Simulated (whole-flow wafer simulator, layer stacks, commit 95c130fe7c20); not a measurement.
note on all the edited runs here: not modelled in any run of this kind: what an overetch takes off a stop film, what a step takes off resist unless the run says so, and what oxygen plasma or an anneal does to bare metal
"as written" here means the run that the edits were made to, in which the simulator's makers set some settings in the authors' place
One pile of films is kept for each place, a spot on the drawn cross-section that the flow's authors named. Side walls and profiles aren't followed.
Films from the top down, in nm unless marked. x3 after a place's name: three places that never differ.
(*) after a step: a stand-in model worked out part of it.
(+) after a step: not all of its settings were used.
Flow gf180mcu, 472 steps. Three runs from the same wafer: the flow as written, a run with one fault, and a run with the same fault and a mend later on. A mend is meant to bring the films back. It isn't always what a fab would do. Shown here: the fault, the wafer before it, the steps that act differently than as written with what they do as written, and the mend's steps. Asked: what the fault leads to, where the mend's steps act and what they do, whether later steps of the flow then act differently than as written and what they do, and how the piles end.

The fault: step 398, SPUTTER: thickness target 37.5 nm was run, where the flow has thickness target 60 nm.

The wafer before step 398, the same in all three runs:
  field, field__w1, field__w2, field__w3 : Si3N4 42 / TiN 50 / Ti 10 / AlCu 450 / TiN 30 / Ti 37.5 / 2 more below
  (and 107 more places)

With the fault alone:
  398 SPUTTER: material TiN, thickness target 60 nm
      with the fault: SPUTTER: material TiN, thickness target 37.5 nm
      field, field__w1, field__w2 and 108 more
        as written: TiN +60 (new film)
        with the fault: TiN +37.5 (new film)
  Later steps of the flow that act differently than as written (6 more steps differ only slightly, by at most 2% or 0.5 nm, whichever is larger, and aren't shown):
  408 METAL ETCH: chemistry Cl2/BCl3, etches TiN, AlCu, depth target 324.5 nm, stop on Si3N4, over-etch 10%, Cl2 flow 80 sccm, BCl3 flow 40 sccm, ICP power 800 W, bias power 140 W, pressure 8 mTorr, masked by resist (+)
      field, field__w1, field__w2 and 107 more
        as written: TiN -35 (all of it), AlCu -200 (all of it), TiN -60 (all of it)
        with the fault: TiN -35 (all of it), AlCu -200 (all of it), TiN -37.5 (all of it)
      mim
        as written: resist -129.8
        with the fault: resist -119.9
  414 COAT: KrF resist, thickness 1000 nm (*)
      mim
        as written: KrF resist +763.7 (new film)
        with the fault: KrF resist +780.9 (new film)
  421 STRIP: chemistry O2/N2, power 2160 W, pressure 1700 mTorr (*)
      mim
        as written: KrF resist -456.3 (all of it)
        with the fault: KrF resist -473.2 (all of it)
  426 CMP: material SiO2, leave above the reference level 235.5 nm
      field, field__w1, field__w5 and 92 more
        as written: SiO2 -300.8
        with the fault: SiO2 -323.3
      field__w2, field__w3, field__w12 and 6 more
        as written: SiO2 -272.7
        with the fault: SiO2 -295.2
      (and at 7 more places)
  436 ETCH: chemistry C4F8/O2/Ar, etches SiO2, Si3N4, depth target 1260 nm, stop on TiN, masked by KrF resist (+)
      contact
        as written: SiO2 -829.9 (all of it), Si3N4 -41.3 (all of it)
        with the fault: SiO2 -807.4 (all of it), Si3N4 -41.3 (all of it)
  At the end the piles differ from the flow's by more than 2% or 0.5 nm, whichever is larger, at field__w8, contact, m1, m1__w1, mim, m1_nw.
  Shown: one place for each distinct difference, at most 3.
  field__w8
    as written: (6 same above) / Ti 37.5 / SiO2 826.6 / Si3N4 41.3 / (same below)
    with the fault: (6 same above) / Ti 37.5 / SiO2 804.1 / Si3N4 41.3 / (same below)
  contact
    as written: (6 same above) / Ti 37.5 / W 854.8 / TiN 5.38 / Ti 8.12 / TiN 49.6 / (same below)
    with the fault: (6 same above) / Ti 37.5 / W 832.1 / TiN 5.45 / Ti 8.23 / TiN 49.6 / (same below)
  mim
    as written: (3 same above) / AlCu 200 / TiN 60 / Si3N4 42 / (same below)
    with the fault: (3 same above) / AlCu 200 / TiN 37.5 / Si3N4 42 / (same below)

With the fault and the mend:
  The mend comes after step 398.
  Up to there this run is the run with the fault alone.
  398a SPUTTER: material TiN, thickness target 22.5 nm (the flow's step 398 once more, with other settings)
      field, field__w1, field__w2 and 108 more
        TiN +22.5
  No later step of the flow acts differently than as written at any place that is followed.
  At the end the piles are the same as the flow's at every place that both follow.
